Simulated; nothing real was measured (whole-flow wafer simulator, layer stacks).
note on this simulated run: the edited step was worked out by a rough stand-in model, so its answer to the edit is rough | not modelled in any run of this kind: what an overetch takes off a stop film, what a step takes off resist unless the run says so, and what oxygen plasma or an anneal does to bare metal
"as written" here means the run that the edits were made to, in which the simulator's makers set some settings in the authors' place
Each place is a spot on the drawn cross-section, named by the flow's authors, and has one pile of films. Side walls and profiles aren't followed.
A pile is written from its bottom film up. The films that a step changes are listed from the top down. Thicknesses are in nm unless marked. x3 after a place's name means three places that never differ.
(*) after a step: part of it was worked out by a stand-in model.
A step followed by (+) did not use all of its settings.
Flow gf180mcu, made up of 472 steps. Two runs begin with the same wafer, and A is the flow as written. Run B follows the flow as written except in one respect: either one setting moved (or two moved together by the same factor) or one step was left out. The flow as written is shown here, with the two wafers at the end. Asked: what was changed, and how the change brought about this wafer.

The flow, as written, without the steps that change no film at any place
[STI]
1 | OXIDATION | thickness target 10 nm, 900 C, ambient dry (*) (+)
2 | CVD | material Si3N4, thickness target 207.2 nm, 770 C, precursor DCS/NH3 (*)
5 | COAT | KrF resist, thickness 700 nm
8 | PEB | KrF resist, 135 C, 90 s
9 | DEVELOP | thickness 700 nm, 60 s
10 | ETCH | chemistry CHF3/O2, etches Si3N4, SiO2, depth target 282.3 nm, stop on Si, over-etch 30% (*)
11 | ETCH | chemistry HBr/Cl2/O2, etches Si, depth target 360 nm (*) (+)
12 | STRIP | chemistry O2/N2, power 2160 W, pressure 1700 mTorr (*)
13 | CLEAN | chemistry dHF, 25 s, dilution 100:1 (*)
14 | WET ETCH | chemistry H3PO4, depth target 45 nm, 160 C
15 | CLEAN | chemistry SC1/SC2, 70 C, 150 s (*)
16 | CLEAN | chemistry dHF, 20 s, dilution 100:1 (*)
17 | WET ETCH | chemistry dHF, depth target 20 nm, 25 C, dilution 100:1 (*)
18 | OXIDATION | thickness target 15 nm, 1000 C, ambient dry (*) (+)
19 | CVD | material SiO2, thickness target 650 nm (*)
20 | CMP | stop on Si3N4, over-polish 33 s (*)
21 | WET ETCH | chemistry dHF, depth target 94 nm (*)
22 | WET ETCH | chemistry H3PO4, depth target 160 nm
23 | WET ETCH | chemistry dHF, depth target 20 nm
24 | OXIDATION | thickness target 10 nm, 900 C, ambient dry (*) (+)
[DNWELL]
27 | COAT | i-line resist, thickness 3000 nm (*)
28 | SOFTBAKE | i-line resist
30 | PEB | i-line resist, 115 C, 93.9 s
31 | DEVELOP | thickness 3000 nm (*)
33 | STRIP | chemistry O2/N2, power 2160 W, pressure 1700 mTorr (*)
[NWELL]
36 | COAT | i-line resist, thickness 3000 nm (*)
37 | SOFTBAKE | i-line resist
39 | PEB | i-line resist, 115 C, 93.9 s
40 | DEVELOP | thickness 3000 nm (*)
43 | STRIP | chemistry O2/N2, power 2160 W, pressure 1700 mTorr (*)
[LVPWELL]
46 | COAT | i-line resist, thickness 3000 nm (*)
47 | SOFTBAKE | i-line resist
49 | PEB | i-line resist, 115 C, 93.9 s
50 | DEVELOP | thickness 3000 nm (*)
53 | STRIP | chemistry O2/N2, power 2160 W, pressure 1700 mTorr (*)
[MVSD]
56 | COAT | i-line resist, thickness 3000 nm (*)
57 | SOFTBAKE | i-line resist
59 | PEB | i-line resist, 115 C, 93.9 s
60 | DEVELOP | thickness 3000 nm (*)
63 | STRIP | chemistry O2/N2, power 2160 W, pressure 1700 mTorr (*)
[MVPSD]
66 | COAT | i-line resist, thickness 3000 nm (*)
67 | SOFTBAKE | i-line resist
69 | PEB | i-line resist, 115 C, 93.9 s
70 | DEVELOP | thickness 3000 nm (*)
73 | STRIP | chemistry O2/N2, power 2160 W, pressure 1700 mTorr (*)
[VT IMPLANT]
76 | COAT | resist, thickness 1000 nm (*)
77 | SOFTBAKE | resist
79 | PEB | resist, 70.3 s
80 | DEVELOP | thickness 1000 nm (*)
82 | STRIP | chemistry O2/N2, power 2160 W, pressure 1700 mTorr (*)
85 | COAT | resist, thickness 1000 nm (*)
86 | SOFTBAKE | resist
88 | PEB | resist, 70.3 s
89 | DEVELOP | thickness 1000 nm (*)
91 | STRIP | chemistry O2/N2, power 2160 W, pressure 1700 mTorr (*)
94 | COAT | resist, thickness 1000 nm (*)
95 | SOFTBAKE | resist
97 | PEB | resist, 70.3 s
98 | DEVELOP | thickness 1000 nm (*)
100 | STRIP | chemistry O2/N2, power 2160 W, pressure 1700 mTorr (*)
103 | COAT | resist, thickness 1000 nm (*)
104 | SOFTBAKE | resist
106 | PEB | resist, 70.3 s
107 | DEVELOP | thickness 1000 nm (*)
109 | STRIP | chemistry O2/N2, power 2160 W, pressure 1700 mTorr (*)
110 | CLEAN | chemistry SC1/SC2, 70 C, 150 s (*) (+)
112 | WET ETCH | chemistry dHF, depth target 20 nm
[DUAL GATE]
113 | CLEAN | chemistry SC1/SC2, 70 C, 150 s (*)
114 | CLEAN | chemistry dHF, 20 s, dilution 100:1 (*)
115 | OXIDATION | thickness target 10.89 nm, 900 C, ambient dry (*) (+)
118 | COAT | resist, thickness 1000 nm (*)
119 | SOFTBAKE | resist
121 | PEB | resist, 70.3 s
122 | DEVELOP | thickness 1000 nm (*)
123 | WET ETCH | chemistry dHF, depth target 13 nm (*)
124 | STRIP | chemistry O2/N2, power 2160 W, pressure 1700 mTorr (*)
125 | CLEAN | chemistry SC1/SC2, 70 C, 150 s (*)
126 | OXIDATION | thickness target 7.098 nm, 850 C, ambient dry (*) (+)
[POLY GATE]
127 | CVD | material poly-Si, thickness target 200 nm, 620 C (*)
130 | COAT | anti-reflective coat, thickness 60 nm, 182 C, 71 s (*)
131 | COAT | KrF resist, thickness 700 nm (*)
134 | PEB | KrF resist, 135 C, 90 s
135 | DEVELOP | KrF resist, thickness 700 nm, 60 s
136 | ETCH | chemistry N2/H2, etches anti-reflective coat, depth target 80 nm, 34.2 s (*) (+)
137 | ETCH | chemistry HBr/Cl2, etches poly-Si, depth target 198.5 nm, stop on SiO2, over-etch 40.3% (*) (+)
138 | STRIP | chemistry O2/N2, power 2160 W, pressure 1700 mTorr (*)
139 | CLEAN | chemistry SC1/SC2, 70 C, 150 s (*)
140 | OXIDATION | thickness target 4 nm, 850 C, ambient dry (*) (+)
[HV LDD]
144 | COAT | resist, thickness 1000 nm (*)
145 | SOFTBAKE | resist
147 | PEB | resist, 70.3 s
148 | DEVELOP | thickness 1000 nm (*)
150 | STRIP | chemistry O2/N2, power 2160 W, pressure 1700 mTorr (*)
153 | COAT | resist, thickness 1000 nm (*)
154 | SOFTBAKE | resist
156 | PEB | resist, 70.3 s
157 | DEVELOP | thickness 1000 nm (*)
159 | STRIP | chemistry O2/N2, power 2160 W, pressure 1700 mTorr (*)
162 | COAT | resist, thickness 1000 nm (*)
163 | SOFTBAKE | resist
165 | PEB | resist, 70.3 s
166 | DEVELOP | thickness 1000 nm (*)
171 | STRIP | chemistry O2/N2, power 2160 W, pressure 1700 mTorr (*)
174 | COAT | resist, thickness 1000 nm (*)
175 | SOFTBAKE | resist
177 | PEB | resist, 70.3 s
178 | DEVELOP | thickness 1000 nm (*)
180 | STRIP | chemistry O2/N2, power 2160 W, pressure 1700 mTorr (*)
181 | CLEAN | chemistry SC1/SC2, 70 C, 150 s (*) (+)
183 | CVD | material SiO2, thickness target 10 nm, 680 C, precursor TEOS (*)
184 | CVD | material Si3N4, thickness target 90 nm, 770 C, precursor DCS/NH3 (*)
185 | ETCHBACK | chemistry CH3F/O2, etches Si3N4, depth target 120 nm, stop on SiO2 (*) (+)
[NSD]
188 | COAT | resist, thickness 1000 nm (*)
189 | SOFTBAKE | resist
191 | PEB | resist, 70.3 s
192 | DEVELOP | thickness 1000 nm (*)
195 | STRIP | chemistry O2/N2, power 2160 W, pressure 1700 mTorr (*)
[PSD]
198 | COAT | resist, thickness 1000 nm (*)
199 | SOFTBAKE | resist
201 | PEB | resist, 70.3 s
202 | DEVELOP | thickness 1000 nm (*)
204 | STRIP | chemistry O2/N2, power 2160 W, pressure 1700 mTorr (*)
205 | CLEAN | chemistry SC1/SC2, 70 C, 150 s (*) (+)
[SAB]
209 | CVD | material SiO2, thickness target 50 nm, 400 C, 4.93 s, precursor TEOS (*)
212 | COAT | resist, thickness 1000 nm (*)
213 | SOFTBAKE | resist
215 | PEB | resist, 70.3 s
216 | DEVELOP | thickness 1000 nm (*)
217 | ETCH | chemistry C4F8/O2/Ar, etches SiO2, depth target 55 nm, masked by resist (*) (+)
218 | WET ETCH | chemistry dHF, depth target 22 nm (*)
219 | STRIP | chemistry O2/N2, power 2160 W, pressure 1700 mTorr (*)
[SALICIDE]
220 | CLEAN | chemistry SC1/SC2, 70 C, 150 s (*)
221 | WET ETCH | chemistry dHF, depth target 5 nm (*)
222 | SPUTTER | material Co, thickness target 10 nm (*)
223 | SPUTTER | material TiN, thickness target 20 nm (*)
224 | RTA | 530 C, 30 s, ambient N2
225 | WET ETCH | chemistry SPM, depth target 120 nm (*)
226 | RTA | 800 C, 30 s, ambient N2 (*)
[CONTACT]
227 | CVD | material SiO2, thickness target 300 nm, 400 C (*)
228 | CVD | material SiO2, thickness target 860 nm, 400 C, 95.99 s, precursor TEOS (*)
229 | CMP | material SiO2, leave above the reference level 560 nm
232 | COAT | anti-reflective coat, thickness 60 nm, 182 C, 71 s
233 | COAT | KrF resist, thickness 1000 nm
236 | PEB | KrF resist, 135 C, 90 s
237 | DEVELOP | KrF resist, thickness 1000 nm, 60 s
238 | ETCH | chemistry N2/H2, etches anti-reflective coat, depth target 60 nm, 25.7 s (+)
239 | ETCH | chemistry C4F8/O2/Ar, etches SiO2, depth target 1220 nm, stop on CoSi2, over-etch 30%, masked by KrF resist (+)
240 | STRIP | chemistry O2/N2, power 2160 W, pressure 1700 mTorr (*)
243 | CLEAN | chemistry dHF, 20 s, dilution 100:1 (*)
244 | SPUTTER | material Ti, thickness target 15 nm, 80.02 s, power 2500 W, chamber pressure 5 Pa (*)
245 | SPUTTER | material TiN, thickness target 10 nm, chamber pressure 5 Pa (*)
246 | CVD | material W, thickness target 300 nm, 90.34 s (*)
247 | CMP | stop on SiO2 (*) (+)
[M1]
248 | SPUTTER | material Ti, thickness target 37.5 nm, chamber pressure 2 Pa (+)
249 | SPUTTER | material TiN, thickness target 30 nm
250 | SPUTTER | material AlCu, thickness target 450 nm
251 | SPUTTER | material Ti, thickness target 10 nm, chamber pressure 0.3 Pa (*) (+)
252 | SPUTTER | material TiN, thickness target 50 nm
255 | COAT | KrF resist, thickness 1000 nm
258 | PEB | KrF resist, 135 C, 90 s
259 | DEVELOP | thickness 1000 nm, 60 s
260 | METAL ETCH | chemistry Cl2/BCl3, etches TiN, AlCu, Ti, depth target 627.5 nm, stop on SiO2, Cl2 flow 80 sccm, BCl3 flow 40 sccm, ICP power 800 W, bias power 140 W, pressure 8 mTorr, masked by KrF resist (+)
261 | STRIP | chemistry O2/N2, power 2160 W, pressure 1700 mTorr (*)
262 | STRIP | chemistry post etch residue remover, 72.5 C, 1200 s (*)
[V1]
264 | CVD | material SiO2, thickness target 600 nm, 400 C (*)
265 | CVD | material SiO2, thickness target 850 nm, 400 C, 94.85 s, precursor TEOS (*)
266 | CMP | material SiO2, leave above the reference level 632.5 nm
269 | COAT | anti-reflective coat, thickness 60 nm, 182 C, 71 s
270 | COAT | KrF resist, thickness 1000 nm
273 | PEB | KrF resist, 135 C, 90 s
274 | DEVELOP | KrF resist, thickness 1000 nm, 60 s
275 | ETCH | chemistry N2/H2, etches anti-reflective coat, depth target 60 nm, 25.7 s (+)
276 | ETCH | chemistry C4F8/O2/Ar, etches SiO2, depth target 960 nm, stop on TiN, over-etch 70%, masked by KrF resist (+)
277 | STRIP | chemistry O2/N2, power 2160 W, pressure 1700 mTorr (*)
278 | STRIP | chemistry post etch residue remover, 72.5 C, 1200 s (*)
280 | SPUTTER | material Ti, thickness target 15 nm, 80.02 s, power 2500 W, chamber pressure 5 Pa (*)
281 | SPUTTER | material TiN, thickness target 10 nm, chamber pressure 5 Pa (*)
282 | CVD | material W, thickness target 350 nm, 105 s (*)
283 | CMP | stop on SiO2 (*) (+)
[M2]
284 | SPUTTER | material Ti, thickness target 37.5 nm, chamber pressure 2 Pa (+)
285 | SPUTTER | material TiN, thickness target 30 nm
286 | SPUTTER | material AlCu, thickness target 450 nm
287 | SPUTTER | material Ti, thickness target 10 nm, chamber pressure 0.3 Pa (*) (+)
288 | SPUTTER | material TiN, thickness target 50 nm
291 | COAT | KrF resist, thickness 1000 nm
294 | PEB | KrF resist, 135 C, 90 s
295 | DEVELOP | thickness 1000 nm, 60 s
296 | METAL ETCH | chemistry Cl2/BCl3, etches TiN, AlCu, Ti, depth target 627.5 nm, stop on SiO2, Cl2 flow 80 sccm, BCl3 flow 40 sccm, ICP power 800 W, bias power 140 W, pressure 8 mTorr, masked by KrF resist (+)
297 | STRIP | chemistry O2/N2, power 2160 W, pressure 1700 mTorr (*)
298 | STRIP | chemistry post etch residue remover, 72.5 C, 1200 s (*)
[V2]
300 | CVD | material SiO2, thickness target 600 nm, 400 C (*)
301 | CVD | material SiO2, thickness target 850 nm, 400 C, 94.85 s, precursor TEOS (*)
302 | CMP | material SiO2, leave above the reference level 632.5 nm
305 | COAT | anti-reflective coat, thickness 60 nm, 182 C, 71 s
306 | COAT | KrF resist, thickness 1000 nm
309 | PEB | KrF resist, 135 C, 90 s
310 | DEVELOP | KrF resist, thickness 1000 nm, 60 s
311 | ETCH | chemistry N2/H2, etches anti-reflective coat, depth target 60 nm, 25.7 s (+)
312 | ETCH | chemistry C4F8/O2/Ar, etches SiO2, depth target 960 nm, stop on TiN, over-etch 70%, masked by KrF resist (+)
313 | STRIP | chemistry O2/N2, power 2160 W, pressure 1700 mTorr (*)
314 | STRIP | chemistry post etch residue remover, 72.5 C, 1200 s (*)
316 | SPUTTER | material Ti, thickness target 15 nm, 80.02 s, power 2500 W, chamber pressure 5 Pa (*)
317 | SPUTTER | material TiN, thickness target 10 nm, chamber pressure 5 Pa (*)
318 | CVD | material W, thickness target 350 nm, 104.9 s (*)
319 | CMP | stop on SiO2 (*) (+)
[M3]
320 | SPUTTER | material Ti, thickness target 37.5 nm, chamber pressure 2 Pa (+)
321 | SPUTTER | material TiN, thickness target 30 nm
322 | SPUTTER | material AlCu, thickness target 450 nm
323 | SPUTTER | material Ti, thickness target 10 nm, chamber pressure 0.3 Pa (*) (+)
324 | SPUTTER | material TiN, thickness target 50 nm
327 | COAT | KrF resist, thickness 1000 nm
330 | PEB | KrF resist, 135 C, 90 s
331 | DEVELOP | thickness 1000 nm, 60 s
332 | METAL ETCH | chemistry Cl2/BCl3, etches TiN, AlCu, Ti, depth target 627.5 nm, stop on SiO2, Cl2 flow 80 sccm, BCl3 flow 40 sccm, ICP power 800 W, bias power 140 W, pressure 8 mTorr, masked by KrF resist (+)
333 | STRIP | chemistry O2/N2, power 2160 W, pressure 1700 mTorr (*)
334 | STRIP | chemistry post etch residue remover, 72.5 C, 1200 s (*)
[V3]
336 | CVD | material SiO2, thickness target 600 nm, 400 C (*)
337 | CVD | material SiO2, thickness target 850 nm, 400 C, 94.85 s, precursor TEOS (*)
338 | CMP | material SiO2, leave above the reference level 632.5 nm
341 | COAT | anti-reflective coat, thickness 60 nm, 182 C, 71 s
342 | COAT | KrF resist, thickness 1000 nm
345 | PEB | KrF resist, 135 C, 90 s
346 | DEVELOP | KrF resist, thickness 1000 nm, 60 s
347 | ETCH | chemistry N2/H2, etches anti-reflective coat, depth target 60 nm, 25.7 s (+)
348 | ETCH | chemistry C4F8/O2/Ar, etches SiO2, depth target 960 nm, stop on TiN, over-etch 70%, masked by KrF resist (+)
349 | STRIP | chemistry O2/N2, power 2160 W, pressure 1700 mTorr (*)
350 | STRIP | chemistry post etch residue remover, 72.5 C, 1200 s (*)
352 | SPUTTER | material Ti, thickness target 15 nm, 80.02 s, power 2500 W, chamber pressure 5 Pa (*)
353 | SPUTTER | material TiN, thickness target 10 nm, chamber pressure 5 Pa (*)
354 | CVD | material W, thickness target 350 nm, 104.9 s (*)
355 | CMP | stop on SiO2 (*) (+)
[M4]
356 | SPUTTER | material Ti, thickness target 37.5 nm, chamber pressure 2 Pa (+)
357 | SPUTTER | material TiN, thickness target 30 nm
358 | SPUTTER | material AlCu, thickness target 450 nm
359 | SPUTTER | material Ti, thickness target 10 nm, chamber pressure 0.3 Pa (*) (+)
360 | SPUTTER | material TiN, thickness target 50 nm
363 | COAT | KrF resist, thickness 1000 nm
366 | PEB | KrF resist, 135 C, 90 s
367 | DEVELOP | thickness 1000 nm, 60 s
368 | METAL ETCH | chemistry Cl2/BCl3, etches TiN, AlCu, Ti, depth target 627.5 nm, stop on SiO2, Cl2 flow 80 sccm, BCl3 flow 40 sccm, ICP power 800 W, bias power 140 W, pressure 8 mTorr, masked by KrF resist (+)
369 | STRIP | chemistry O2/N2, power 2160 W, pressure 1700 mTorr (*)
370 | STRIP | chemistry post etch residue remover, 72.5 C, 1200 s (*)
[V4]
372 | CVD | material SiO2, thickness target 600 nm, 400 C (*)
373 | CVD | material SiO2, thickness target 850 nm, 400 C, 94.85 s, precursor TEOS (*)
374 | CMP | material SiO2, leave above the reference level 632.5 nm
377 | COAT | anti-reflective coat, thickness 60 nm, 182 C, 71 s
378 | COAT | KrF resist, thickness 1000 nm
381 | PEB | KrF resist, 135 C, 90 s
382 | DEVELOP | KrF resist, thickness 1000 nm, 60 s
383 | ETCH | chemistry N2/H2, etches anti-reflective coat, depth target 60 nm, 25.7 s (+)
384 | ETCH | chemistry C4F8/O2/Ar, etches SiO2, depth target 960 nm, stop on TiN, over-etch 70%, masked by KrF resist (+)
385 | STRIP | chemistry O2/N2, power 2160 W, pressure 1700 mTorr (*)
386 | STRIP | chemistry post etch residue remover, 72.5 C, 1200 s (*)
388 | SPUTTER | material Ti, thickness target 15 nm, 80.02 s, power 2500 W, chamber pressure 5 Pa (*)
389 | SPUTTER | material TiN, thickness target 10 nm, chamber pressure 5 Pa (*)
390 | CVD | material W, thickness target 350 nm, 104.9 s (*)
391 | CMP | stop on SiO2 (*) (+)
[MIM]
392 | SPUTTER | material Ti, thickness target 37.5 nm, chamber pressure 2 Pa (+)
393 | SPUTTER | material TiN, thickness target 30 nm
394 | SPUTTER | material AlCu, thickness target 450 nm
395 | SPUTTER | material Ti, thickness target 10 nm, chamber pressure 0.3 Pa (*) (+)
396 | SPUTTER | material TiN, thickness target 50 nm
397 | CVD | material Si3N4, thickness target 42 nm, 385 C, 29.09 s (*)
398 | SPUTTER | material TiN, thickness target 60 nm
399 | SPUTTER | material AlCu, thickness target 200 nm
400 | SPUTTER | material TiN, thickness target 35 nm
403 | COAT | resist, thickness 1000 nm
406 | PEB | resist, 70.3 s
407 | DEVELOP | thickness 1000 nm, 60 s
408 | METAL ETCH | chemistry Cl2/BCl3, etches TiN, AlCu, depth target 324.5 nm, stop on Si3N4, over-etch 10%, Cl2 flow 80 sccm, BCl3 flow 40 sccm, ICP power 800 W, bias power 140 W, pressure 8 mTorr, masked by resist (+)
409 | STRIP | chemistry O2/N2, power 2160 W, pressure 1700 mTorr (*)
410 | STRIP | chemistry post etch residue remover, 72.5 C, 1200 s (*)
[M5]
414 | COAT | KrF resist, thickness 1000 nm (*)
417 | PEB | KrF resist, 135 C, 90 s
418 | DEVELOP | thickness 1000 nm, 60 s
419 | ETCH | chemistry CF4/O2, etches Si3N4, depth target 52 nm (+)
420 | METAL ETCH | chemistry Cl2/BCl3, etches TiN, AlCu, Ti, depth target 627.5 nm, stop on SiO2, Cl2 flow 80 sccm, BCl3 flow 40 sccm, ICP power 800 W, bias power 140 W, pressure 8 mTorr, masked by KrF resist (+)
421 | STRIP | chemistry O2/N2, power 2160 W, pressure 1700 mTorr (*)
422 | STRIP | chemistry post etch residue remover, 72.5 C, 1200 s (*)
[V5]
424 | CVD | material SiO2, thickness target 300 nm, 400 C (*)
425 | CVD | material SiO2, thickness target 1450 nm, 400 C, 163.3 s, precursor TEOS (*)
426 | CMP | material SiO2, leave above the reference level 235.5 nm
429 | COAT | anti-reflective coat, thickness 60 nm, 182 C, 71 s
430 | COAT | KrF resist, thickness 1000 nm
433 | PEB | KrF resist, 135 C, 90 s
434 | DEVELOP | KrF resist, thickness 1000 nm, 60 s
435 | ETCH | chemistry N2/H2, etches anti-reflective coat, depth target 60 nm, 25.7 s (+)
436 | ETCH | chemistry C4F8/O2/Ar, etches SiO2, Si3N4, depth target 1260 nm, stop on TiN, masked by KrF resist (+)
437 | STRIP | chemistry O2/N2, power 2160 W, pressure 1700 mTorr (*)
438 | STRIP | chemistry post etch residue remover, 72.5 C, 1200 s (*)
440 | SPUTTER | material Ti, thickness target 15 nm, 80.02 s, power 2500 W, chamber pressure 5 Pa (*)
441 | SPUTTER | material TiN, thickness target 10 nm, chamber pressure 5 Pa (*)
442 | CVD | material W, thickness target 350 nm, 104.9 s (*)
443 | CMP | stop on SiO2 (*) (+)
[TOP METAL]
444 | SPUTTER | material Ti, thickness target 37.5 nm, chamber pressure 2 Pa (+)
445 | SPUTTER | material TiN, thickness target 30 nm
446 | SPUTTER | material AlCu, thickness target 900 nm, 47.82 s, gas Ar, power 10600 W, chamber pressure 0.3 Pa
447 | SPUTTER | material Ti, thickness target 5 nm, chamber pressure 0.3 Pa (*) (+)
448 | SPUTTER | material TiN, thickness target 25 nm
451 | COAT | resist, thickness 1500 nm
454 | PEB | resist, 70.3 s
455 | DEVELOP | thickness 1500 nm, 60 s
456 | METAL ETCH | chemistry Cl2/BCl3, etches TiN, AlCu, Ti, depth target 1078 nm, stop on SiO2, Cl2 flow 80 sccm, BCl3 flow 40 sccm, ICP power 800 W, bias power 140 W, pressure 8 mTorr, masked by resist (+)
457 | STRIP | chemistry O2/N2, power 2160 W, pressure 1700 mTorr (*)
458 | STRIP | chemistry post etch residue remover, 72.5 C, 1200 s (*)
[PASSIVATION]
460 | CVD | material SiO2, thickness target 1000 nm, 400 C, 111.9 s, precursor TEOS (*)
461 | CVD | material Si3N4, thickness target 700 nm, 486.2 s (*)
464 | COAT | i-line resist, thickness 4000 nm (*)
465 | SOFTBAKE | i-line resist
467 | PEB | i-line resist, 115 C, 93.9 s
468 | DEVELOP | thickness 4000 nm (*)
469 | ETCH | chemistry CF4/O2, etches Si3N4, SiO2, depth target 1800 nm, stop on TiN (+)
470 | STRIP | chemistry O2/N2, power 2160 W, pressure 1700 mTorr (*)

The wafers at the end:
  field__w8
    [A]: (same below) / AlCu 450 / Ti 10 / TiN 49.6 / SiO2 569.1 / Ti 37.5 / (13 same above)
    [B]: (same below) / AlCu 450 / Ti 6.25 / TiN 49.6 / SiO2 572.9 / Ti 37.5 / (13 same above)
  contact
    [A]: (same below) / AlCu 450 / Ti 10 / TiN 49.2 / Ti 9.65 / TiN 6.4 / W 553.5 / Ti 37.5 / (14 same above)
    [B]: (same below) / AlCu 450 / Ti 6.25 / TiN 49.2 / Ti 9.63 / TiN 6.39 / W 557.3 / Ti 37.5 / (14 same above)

Cause: step 359, SPUTTER: thickness target 6.25 nm was run, whereas the flow has thickness target 10 nm.
The wafer itself shows it: field__w8 has Ti 6.25, and step 359 as written asks for 10 nm.

Step by step, how the change led to this:
  359 | SPUTTER | material Ti, thickness target 10 nm, chamber pressure 0.3 Pa (*) (+)
      field, field__w1, field__w2 and 108 more: A Ti gains 10 (new film) | B Ti gains 6.25 (new film)
  368 | METAL ETCH | chemistry Cl2/BCl3, etches TiN, AlCu, Ti, depth target 627.5 nm, stop on SiO2, Cl2 flow 80 sccm, BCl3 flow 40 sccm, ICP power 800 W, bias power 140 W, pressure 8 mTorr, masked by KrF resist (+)
      field, field__w1, field__w2 and 103 more: A TiN loses 50 (all of it), Ti loses 10 (all of it), AlCu loses 450 (all of it), TiN loses 30 (all of it), Ti loses 37.5 (all of it) | B TiN loses 50 (all of it), Ti loses 6.25 (all of it), AlCu loses 450 (all of it), TiN loses 30 (all of it), Ti loses 37.5 (all of it)
